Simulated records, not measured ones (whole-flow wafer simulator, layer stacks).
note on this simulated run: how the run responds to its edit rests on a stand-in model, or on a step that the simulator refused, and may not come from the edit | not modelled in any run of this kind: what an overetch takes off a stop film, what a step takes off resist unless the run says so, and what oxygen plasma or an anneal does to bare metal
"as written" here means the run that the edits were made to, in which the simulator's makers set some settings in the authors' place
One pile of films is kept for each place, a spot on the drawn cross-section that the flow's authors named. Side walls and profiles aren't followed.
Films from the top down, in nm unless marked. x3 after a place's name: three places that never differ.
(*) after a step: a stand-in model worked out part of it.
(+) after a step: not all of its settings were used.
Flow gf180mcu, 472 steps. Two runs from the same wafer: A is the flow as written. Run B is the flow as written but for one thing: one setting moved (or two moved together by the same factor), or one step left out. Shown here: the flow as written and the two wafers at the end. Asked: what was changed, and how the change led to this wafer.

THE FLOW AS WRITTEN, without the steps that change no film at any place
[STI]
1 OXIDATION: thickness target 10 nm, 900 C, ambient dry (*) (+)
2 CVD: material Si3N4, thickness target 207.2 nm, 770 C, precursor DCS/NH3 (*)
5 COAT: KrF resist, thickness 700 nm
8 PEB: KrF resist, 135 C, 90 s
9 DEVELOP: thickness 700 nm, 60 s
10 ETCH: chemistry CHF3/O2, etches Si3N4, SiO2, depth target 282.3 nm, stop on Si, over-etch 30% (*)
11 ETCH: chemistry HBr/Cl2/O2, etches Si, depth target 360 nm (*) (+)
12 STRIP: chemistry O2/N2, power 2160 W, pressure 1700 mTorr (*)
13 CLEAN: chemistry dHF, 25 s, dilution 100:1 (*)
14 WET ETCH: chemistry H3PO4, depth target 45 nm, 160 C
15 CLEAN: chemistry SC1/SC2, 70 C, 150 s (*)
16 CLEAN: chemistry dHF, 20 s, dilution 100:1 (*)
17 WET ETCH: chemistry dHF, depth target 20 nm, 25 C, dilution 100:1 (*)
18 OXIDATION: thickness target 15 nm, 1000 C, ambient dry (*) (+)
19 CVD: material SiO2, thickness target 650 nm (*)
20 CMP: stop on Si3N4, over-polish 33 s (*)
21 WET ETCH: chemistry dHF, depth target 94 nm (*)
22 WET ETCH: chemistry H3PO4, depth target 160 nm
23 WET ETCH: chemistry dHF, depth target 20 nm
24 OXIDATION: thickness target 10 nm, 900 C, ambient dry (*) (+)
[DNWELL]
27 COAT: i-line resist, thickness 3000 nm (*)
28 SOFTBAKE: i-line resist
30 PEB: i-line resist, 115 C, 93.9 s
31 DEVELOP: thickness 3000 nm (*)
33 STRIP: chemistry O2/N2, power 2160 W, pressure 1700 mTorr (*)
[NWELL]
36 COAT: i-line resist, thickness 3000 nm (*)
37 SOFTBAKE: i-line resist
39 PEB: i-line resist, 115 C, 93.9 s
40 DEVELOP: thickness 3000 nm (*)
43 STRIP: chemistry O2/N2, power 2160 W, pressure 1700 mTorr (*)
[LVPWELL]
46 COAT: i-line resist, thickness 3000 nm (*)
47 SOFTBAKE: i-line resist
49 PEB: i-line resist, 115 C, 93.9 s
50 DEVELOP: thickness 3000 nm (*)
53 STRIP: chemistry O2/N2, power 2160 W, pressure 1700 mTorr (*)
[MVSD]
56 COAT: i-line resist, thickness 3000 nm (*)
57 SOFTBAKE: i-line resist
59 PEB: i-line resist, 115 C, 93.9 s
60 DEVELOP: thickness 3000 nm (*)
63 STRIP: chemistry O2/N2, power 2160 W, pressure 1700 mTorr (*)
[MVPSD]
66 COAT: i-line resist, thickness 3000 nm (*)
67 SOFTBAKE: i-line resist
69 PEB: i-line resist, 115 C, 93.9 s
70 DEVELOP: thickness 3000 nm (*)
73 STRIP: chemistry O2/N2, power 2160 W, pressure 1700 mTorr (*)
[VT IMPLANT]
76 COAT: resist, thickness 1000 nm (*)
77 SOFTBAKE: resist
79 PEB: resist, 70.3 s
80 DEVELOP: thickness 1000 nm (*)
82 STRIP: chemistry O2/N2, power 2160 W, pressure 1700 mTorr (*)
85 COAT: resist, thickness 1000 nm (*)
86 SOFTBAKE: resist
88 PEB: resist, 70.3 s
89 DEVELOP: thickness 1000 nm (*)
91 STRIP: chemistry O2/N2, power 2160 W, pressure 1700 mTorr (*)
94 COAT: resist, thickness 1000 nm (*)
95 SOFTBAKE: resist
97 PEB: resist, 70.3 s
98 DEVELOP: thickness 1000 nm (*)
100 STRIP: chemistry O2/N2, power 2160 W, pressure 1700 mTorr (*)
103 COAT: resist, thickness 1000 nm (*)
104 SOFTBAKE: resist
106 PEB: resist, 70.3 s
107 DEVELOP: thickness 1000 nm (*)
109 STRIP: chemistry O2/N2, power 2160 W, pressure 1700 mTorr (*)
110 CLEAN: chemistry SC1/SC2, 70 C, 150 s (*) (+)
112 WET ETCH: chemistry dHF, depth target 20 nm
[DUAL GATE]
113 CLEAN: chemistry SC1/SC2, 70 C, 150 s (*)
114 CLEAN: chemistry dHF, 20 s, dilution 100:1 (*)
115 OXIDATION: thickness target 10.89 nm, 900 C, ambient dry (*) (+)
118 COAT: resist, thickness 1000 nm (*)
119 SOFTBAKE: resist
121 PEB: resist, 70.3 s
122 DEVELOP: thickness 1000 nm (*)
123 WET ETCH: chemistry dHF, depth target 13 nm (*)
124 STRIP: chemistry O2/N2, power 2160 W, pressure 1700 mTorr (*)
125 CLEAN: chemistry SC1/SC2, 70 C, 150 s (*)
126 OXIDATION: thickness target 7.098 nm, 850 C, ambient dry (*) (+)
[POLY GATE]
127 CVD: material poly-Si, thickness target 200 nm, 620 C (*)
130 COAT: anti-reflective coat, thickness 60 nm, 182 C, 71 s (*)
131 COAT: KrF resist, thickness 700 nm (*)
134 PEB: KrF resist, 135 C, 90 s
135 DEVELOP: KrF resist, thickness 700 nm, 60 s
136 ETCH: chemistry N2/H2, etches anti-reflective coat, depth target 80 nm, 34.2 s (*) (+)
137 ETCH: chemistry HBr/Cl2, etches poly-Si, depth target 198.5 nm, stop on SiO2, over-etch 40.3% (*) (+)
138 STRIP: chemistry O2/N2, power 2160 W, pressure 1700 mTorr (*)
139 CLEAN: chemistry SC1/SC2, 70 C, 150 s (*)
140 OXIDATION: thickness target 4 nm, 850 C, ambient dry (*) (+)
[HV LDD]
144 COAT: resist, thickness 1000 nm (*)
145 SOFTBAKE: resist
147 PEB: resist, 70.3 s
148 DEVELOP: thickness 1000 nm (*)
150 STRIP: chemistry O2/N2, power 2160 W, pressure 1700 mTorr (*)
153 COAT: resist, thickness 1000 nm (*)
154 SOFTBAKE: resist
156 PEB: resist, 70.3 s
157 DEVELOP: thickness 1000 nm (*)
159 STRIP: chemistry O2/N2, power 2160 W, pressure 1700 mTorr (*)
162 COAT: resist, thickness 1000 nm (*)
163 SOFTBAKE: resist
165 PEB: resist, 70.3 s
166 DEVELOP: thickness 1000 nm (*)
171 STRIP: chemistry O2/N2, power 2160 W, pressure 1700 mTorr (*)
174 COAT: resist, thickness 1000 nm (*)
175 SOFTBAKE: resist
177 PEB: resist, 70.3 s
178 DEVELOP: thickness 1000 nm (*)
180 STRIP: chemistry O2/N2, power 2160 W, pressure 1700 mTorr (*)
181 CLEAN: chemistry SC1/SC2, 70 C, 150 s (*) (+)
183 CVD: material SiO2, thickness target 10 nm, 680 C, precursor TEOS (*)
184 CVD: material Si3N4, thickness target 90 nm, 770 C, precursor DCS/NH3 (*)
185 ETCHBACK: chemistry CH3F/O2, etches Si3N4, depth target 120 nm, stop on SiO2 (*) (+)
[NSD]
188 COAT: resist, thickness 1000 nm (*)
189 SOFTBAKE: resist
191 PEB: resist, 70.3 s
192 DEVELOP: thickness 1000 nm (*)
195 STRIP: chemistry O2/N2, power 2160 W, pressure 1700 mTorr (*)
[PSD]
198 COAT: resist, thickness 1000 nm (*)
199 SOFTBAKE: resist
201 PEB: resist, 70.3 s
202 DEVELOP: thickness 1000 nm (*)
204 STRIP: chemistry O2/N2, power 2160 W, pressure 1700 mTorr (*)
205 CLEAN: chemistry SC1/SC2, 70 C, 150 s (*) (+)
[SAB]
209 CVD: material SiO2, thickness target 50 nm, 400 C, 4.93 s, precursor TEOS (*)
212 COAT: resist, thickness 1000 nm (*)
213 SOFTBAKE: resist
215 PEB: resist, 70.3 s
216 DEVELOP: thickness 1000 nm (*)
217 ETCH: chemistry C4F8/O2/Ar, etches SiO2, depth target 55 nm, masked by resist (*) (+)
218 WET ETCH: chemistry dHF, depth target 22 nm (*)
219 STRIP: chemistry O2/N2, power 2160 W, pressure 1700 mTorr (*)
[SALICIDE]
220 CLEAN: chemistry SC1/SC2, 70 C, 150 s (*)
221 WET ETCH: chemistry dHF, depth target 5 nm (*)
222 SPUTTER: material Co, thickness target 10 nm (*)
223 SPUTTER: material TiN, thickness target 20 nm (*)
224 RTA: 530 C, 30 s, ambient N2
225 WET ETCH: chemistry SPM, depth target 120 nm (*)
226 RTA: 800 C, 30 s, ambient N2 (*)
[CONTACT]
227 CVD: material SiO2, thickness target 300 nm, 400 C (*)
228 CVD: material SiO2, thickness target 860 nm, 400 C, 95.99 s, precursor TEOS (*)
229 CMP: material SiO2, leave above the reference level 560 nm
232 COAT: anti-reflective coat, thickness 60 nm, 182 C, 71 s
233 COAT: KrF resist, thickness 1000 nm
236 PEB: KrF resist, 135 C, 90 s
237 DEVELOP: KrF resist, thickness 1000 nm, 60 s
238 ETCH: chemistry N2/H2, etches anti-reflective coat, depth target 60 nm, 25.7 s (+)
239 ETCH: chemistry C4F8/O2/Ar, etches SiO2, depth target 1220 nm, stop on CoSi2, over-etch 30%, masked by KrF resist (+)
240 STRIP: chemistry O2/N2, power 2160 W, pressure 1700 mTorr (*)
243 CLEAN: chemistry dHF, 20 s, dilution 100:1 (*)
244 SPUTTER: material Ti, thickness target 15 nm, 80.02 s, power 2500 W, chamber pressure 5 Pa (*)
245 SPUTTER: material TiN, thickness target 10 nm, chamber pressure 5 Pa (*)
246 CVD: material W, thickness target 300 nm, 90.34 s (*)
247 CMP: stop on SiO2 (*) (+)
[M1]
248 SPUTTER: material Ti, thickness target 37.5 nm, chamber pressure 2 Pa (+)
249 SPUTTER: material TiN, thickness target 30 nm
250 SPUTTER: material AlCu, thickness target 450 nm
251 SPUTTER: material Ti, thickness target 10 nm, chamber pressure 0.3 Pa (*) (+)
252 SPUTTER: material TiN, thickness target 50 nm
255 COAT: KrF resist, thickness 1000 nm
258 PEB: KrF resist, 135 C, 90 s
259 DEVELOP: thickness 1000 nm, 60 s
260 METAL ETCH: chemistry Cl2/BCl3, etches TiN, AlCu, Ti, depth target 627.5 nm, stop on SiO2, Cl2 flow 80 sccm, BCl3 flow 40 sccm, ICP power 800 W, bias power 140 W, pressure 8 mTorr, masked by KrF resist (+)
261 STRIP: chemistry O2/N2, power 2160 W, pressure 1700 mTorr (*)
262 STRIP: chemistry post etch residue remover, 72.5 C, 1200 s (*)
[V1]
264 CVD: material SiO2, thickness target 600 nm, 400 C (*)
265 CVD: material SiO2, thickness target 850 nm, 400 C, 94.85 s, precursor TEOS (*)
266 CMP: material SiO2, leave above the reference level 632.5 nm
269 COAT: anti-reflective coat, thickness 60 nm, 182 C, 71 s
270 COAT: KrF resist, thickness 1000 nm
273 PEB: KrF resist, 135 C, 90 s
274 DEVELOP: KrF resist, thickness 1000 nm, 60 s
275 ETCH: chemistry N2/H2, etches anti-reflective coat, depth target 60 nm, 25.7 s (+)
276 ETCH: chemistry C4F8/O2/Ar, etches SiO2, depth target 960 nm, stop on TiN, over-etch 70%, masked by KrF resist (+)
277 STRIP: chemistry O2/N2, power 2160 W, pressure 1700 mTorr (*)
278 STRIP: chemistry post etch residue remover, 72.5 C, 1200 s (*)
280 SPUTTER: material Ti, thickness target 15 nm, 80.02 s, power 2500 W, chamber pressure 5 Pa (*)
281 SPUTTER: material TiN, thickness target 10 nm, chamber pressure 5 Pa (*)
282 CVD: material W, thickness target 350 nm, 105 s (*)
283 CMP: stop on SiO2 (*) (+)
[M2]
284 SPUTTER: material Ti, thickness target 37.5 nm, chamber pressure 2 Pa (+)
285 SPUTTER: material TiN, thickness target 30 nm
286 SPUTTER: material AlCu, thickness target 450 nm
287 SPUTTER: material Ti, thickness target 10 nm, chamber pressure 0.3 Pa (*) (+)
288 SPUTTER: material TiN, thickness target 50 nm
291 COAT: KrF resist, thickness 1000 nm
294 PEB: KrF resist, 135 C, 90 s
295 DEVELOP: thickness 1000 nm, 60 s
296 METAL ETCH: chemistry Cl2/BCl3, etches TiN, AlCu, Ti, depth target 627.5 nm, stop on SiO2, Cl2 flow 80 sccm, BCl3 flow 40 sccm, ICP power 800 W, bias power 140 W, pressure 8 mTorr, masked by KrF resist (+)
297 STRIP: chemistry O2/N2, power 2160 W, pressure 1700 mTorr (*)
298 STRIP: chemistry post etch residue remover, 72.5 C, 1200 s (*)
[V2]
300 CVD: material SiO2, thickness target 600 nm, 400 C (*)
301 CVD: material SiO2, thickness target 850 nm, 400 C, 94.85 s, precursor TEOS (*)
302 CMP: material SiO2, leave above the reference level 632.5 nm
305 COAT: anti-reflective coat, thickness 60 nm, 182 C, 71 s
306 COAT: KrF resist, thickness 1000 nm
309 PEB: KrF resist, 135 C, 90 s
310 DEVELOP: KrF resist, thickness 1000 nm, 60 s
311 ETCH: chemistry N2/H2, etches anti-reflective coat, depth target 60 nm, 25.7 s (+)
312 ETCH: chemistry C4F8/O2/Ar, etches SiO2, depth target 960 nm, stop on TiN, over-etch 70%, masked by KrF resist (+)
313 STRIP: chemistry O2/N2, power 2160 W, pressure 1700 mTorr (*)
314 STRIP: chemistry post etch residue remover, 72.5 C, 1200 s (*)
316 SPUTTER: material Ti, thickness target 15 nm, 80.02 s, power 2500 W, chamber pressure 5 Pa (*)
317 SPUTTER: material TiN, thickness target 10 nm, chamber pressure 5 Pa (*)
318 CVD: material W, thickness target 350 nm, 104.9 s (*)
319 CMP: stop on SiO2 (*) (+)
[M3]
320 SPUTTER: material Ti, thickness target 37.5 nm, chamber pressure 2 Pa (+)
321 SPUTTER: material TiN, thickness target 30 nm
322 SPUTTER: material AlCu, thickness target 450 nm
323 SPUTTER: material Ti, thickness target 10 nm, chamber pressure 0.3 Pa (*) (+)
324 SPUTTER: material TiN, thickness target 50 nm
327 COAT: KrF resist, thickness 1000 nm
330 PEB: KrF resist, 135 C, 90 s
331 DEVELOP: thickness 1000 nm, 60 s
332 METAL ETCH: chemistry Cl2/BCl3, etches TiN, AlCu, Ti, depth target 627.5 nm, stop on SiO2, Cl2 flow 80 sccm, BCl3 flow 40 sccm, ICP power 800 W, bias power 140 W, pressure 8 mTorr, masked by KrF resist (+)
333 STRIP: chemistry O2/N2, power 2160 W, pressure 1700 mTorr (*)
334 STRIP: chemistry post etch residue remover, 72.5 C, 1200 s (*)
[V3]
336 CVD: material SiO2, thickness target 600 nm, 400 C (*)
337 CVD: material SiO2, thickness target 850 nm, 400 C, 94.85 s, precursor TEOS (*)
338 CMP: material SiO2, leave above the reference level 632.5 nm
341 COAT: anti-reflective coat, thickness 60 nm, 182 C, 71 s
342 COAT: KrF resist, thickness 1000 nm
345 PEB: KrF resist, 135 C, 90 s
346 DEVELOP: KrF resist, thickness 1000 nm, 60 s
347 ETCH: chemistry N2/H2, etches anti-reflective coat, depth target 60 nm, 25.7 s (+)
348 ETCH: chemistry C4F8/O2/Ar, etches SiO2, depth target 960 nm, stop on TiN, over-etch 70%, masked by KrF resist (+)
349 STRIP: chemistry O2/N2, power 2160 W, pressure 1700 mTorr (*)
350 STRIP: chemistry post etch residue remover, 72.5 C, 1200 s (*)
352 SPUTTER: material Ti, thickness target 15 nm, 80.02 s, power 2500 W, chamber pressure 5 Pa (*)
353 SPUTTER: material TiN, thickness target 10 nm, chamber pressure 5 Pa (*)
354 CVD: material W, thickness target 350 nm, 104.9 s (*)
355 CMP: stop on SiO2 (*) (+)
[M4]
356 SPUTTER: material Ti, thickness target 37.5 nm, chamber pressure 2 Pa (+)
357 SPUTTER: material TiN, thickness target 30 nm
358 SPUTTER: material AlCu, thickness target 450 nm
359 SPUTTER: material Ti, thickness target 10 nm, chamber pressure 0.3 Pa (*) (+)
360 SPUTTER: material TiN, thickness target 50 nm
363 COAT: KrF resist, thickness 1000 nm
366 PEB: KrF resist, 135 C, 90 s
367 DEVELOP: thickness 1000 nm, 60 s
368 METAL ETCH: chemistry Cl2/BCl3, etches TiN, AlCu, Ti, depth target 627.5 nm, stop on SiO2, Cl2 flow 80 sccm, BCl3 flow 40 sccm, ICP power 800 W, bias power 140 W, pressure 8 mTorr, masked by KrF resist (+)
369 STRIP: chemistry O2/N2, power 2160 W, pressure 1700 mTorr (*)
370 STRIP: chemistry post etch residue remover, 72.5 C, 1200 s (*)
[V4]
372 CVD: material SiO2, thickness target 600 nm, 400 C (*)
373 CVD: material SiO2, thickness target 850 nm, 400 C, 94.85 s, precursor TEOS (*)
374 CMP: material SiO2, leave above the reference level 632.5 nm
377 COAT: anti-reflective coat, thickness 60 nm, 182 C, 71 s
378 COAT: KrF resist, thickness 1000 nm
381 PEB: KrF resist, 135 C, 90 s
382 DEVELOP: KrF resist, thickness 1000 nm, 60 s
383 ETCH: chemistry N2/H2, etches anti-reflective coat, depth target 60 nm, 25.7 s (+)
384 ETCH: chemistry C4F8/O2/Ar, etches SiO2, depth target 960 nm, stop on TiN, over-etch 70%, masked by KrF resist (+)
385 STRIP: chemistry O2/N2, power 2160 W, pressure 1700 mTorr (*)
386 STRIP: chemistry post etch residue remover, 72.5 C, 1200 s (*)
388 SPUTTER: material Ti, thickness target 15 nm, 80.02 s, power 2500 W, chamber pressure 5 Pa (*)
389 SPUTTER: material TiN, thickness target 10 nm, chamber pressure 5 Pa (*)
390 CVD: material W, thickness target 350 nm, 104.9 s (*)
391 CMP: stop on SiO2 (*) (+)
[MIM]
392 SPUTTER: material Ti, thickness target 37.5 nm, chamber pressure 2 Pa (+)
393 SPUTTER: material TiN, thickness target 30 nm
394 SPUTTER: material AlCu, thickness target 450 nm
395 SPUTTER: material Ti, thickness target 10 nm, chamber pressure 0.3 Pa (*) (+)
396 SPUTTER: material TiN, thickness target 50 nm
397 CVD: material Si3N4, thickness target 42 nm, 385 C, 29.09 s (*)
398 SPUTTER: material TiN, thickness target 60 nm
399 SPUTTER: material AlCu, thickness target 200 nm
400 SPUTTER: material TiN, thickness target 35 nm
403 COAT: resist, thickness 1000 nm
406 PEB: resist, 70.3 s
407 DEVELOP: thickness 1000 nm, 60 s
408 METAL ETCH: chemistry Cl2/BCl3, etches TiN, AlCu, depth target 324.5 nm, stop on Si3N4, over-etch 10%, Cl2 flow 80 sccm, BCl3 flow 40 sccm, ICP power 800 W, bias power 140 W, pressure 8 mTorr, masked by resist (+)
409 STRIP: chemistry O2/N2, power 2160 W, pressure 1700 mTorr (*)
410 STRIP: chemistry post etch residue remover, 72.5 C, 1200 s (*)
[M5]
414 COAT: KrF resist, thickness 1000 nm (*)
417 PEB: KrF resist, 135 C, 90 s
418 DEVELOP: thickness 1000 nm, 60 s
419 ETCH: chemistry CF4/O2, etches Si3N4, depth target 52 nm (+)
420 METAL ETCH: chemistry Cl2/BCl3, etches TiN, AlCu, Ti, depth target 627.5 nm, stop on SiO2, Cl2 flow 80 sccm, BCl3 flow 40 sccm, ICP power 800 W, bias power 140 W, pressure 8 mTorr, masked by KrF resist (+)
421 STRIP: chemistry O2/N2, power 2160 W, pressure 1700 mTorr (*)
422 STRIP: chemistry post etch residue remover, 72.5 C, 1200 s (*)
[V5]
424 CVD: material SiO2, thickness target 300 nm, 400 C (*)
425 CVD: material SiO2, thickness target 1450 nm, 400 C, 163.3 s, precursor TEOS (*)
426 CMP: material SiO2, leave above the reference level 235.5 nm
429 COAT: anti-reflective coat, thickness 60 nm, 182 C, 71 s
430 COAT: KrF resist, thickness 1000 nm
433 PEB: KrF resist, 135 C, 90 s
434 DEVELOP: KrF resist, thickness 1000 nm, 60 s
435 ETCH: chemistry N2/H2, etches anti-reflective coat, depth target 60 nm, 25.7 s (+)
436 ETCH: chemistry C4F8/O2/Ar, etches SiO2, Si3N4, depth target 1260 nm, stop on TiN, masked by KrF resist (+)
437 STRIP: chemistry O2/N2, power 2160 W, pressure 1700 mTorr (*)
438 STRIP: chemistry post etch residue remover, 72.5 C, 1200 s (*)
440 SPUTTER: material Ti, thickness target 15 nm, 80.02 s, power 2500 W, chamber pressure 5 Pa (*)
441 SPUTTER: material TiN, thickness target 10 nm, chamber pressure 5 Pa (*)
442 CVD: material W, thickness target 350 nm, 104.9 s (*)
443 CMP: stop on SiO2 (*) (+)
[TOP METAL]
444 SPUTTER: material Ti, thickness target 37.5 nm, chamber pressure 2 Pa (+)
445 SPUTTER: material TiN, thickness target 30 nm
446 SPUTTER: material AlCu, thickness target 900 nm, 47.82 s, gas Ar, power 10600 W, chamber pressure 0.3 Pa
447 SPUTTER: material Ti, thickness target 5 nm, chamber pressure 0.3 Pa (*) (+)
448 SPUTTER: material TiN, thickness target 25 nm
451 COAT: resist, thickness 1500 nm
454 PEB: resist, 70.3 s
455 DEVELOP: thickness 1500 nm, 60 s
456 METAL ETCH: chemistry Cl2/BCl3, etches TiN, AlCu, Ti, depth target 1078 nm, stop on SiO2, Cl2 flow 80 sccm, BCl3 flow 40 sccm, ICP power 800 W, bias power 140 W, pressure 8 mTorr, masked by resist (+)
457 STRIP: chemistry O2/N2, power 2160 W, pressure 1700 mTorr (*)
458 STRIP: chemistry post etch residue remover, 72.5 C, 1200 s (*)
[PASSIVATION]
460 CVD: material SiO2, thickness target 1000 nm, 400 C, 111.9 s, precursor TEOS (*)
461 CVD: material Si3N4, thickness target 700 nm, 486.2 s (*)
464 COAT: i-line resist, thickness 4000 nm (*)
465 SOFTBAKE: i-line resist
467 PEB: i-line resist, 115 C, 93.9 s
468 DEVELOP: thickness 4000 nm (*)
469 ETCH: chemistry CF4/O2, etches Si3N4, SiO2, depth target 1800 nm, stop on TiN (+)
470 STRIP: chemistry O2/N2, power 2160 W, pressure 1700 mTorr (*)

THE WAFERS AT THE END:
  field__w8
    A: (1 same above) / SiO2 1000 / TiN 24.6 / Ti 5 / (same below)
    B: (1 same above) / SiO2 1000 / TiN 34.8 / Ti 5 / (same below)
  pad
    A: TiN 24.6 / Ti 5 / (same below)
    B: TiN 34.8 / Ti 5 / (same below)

The cause: step 448, SPUTTER: thickness target 35.2 nm was run, where the flow has thickness target 25 nm.

How the change led to this, step by step:
  448 SPUTTER: material TiN, thickness target 25 nm
      field, field__w1, field__w2 and 109 more: A TiN +25 (new film) | B TiN +35.2 (new film)
  456 METAL ETCH: chemistry Cl2/BCl3, etches TiN, AlCu, Ti, depth target 1078 nm, stop on SiO2, Cl2 flow 80 sccm, BCl3 flow 40 sccm, ICP power 800 W, bias power 140 W, pressure 8 mTorr, masked by resist (+)
      field, field__w1, field__w2 and 103 more: A TiN -25 (all of it), Ti -5 (all of it), AlCu -900 (all of it), TiN -30 (all of it), Ti -37.5 (all of it) | B TiN -35.2 (all of it), Ti -5 (all of it), AlCu -900 (all of it), TiN -30 (all of it), Ti -37.5 (all of it)
  465 SOFTBAKE: i-line resist
      gate: A i-line resist +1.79 | B i-line resist -0.28
      ld_acc_p, ld_fp_p, ld_drift_p: A i-line resist +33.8 | B i-line resist +27.3
      (and at 56 more places)
